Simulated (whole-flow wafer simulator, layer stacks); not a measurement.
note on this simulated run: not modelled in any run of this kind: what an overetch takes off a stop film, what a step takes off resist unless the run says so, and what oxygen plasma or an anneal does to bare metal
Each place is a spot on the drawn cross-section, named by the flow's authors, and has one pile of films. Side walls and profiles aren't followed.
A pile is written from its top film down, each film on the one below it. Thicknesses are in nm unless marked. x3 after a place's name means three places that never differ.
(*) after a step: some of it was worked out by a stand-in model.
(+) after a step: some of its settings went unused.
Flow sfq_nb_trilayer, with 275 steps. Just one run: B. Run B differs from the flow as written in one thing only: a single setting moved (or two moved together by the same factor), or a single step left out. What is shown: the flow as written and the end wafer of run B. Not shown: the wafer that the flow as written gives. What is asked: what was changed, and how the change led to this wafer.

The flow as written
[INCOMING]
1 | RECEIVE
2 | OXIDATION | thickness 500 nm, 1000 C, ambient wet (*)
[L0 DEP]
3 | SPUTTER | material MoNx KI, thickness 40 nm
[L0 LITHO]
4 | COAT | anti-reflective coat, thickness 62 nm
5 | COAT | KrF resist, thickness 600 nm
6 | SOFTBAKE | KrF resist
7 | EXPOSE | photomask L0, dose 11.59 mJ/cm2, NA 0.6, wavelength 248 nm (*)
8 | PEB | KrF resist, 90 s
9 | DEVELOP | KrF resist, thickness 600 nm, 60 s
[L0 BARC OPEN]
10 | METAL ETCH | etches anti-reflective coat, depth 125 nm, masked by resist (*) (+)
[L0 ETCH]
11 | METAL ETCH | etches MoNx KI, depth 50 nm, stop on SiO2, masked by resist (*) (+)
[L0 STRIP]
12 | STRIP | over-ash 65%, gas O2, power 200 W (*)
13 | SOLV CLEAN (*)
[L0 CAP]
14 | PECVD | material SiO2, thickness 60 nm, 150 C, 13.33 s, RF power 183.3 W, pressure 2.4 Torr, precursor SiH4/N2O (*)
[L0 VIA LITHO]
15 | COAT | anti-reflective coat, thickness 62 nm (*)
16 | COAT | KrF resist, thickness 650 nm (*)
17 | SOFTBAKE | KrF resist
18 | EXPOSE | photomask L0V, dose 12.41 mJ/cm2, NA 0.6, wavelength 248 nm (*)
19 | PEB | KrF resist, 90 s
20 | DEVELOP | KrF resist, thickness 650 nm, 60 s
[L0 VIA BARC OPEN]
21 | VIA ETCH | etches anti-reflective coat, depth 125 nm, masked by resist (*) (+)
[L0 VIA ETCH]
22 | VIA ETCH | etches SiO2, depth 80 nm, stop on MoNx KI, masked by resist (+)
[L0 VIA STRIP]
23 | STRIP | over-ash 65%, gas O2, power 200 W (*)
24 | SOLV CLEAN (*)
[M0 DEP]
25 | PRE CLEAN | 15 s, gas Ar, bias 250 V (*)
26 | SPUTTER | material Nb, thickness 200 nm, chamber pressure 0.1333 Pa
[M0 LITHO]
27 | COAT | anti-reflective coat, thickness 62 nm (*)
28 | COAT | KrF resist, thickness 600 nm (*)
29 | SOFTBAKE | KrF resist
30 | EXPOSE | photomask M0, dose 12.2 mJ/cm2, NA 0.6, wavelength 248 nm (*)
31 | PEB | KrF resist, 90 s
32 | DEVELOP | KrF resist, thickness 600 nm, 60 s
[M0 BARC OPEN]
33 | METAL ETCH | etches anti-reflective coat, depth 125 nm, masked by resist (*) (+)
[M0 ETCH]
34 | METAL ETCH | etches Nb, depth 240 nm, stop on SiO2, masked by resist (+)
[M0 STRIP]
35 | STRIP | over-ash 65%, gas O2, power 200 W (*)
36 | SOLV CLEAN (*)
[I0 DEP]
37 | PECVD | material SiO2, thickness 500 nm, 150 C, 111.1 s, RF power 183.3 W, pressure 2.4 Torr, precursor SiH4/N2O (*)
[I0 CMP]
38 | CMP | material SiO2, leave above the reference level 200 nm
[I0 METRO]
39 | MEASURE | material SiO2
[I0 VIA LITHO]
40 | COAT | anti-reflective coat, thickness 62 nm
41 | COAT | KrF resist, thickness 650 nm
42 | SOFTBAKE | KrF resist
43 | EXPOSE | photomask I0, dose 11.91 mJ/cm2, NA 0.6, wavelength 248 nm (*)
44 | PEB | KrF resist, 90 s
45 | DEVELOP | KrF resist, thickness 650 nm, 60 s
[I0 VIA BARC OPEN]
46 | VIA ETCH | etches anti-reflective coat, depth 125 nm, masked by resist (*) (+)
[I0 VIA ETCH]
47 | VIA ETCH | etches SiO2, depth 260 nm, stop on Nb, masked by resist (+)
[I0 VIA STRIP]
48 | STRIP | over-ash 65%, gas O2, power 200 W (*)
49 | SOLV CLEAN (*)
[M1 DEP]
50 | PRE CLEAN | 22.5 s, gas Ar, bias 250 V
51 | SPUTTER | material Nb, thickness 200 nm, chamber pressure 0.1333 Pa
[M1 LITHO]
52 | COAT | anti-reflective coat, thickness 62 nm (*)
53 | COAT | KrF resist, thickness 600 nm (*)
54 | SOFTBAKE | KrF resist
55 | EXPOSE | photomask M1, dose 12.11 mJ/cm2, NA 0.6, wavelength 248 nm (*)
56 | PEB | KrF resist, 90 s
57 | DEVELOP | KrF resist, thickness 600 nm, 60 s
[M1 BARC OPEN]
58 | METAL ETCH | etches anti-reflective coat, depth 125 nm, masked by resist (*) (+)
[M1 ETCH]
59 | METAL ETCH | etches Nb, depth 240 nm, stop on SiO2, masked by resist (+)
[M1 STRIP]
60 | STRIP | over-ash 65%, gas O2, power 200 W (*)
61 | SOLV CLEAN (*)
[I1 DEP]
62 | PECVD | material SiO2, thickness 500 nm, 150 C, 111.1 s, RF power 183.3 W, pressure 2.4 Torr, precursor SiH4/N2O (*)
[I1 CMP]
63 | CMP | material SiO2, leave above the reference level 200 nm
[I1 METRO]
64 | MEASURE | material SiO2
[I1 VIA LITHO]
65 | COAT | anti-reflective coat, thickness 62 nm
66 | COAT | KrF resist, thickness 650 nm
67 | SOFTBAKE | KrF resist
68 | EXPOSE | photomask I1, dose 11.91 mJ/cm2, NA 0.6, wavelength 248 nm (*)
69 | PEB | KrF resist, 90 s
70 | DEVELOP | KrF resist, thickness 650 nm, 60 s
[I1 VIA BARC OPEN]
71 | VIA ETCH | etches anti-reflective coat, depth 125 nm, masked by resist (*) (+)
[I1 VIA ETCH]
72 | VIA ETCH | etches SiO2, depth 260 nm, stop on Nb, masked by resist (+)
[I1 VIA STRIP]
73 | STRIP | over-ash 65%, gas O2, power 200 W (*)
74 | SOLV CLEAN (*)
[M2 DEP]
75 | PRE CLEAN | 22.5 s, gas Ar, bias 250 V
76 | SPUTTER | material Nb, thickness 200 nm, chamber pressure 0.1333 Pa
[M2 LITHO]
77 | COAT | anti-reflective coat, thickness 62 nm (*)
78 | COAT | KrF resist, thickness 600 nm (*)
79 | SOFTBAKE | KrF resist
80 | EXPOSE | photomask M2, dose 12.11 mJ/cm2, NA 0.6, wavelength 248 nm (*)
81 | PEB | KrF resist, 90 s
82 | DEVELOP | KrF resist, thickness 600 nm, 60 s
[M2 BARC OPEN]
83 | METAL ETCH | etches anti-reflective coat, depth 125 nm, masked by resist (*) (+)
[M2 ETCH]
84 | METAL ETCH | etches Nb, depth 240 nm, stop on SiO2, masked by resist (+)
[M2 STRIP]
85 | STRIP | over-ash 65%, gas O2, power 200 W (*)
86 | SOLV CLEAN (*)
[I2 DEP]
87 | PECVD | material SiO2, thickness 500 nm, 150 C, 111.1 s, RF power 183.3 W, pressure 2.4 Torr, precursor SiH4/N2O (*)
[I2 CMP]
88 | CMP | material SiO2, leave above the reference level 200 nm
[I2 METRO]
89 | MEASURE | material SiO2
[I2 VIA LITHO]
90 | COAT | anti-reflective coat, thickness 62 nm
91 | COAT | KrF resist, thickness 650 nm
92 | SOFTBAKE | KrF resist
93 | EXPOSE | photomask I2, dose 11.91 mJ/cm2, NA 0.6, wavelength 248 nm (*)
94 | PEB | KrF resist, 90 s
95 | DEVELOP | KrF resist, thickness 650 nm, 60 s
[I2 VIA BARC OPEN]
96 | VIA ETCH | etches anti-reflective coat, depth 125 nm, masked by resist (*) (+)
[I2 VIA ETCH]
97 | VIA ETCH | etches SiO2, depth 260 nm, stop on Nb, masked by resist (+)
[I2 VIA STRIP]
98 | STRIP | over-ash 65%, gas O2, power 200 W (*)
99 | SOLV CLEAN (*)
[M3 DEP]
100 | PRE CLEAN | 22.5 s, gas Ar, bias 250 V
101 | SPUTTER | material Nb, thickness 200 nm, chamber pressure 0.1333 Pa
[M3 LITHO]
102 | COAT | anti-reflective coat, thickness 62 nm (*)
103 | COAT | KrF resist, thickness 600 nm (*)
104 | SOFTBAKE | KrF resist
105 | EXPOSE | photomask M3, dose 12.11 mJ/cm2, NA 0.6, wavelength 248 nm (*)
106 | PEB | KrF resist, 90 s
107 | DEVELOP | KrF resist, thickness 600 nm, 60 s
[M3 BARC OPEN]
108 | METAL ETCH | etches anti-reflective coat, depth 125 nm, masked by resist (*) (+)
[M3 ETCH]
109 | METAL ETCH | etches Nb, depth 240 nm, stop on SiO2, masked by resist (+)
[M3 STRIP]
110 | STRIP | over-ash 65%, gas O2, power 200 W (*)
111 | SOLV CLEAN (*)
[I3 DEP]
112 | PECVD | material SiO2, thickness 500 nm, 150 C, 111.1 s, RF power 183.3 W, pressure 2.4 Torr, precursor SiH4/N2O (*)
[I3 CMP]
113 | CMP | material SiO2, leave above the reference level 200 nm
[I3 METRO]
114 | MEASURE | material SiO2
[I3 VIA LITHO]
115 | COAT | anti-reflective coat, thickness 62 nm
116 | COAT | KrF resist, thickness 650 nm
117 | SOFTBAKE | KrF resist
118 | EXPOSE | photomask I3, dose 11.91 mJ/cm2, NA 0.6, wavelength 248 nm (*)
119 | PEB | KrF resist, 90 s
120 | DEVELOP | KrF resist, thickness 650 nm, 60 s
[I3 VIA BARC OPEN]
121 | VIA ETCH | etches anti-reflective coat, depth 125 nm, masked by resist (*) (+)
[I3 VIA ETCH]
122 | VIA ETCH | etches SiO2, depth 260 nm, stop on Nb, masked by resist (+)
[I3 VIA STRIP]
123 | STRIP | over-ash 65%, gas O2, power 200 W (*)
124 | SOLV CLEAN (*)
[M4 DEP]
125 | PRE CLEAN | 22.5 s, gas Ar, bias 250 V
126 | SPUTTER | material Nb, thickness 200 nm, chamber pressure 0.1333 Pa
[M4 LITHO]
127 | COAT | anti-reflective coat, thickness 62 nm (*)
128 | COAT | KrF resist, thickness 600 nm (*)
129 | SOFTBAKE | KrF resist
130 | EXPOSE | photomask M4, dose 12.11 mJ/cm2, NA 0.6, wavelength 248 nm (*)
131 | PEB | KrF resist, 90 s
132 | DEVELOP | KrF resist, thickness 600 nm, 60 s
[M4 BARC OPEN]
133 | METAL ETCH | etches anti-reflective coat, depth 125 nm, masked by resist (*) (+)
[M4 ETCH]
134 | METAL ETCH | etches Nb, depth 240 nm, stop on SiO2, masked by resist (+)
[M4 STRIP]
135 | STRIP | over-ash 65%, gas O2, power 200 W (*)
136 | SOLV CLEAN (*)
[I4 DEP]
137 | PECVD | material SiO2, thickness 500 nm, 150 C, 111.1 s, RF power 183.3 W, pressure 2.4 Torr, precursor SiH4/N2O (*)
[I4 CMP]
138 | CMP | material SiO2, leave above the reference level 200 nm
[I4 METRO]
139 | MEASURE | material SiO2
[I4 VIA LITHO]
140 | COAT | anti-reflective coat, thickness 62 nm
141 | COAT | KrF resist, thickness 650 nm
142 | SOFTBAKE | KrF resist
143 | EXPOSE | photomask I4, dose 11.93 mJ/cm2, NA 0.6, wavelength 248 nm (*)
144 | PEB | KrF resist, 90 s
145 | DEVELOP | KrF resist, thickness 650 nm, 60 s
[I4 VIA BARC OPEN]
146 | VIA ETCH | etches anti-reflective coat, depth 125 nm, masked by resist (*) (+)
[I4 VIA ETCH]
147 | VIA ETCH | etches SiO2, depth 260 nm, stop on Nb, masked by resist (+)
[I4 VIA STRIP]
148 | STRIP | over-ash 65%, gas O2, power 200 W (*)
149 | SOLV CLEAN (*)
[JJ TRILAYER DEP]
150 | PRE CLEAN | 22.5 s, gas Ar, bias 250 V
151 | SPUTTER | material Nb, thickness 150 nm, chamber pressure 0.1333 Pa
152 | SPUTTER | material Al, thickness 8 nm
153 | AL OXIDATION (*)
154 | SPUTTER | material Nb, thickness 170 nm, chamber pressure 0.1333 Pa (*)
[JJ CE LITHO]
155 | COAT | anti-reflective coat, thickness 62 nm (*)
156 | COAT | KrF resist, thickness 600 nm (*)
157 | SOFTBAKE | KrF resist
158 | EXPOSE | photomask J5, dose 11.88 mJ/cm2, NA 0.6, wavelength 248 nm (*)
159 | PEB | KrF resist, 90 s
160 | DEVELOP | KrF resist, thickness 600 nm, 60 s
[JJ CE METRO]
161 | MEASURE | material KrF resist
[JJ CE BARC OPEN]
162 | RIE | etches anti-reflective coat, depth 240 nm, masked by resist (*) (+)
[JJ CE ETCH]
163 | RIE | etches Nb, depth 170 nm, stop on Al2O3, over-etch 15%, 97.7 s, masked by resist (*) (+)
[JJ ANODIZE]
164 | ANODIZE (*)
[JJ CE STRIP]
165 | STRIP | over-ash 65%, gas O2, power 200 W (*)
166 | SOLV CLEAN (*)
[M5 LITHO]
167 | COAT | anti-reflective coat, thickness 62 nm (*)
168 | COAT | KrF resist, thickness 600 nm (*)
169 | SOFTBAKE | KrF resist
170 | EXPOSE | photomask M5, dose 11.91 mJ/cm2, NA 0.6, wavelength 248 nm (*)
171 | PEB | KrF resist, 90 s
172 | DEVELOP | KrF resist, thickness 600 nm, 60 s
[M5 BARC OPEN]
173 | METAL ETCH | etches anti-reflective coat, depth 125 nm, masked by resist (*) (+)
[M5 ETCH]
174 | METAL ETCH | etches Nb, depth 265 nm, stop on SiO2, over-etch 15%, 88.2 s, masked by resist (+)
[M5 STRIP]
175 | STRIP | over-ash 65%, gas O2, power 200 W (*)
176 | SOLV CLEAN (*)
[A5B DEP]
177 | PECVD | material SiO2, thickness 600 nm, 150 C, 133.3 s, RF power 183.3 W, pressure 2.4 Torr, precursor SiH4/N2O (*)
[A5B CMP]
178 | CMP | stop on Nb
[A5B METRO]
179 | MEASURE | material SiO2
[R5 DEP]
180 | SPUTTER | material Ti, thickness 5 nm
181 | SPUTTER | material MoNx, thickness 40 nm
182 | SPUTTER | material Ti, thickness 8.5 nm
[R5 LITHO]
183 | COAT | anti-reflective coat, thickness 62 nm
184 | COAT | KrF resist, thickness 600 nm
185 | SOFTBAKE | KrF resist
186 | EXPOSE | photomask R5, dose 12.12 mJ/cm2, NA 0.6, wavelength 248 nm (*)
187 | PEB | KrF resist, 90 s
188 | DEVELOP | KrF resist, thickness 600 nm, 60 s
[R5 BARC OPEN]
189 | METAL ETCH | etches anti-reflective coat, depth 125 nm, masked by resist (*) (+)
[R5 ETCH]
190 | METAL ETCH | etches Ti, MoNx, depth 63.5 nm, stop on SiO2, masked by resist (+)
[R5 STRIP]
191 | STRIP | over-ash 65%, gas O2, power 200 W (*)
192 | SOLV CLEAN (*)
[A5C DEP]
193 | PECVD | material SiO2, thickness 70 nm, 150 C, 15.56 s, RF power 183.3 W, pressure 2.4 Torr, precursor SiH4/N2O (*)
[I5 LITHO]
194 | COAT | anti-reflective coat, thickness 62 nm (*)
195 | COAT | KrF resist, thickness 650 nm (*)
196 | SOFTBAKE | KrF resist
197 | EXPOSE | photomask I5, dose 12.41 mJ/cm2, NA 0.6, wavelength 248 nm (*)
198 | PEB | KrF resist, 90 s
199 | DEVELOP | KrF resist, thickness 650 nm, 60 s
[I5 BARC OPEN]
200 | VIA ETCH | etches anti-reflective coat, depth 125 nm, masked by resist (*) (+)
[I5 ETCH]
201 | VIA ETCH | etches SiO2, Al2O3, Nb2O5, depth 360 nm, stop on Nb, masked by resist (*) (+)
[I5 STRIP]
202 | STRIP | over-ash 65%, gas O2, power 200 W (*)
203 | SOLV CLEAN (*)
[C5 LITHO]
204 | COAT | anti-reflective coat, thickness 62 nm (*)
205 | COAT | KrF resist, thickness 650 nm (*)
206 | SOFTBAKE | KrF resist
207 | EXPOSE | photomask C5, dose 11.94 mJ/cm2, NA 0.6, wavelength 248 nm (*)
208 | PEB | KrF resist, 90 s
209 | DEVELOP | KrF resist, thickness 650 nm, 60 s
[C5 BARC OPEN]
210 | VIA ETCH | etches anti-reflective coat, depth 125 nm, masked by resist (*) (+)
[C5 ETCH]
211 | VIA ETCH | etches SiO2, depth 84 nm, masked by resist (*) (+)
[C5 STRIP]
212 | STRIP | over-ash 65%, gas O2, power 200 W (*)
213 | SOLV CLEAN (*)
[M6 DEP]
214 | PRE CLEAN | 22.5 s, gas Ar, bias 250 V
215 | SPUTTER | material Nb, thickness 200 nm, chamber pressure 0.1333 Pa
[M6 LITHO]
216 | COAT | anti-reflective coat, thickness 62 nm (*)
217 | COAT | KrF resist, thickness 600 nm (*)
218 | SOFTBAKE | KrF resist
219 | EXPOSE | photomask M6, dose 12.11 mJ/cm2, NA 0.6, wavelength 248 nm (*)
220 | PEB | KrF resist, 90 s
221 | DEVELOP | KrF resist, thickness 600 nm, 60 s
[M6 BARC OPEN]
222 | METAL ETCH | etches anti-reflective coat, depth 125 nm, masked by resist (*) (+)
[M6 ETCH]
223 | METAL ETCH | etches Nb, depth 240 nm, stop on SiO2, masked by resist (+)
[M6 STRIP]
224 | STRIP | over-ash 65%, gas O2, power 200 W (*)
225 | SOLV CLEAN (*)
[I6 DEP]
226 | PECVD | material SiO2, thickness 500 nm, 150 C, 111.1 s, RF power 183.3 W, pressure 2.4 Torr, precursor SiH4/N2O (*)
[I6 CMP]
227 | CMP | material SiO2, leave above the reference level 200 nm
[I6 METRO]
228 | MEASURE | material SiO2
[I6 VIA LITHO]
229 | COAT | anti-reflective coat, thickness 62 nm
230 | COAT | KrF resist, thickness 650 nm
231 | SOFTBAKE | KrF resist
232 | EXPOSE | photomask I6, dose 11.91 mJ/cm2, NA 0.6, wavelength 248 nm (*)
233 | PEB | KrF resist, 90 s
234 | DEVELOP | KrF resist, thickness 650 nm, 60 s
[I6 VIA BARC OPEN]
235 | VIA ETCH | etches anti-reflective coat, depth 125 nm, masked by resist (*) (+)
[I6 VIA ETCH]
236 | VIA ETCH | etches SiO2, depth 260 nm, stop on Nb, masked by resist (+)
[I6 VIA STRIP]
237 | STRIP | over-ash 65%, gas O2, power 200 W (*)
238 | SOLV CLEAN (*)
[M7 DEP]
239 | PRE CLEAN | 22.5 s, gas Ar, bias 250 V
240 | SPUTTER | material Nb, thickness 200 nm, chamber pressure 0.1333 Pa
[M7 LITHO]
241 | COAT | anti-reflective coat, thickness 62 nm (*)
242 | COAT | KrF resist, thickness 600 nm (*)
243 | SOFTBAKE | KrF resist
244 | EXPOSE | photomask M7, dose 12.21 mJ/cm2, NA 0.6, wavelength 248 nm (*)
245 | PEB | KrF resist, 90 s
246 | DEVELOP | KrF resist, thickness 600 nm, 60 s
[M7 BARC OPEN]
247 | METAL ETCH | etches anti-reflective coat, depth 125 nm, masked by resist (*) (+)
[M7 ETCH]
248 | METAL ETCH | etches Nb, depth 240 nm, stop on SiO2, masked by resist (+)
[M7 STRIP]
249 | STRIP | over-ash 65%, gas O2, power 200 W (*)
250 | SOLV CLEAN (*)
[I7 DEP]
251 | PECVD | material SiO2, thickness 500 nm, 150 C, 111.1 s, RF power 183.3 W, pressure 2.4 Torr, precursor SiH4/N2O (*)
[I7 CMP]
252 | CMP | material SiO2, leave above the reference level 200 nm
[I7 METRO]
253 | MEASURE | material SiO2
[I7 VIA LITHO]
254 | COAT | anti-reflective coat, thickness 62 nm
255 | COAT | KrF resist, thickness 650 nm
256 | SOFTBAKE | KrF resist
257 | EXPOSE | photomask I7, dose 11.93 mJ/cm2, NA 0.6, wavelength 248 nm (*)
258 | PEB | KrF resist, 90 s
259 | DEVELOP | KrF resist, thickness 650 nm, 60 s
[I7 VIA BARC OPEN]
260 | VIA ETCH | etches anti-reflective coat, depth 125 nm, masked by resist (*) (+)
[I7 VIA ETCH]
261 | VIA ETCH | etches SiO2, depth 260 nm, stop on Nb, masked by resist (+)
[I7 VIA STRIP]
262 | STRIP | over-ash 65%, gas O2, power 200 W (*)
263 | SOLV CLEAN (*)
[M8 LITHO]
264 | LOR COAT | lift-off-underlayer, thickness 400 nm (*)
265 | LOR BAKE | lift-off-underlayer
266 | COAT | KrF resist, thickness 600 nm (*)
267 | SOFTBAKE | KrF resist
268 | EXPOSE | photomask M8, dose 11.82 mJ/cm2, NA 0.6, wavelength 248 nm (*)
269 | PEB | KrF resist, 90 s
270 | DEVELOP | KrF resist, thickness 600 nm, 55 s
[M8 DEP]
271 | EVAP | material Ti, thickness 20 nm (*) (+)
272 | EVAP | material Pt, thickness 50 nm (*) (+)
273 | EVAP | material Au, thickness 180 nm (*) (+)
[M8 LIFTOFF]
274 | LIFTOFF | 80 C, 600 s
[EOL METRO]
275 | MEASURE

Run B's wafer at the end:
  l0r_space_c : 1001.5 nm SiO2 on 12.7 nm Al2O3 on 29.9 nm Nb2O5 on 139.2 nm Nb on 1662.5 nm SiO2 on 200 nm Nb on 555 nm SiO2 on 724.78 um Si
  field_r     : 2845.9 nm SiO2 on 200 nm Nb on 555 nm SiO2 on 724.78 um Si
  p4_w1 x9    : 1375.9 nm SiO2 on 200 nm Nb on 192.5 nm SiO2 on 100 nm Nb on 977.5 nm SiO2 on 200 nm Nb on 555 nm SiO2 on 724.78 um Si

What caused this: step 101, SPUTTER: thickness 100 nm was run, while the flow as written has thickness 200 nm.
One can read it off the wafer: p4_w1 x9 has Nb 100, and step 101 as written asks for 200 nm.

The path from the change to this, step by step:
  101 | SPUTTER | material Nb, thickness 200 nm, chamber pressure 0.1333 Pa
      field_l, v_sur, via_wl and 102 more: +100 Nb (new film) (as written it would have been: +200 Nb (new film))
      via_w: +82.4 Nb (as written it would have been: +165.5 Nb)
  102 | COAT | anti-reflective coat, thickness 62 nm (*)
      via_wl, via_wr: +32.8 anti-reflective coat (new film) (as written it would have been: +34.2 anti-reflective coat (new film))
      via_w: +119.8 anti-reflective coat (new film) (as written it would have been: +124.8 anti-reflective coat (new film))
  109 | METAL ETCH | etches Nb, depth 240 nm, stop on SiO2, masked by resist (+)
      field_l, be, be_sur and 72 more: -100 Nb (all of it) (as written it would have been: -200 Nb (all of it))
      v_sur, via_wl, via_w and 28 more: -88.2 KrF resist (as written it would have been: -141.2 KrF resist)
  110 | STRIP | over-ash 65%, gas O2, power 200 W (*)
      p4_w1 x9, wl_j_sl, wl_jj and 13 more: -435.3 KrF resist (all of it), -62 anti-reflective coat (all of it) (as written it would have been: -382.4 KrF resist (all of it), -62 anti-reflective coat (all of it))
      via_wl, via_wr: -439.7 KrF resist (all of it), -32.8 anti-reflective coat (all of it) (as written it would have been: -384.2 KrF resist (all of it), -34.2 anti-reflective coat (all of it))
      (as well as at 5 more places)
  112 | PECVD | material SiO2, thickness 500 nm, 150 C, 111.1 s, RF power 183.3 W, pressure 2.4 Torr, precursor SiH4/N2O (*)
      p4_g1 x2, p3_s0 x6: +500 SiO2 (as written it would have been: +557.1 SiO2)
      via_w: +587.2 SiO2 (new film) (as written it would have been: +615 SiO2 (new film))
  113 | CMP | material SiO2, leave above the reference level 200 nm
      field_l, be, be_sur and 64 more: -200 SiO2 (as written it would have been: -100 SiO2)
      p4_g1 x2, p3_s0 x6: -200 SiO2 (as written it would have been: -157.1 SiO2)
      (as well as at 1 more place)
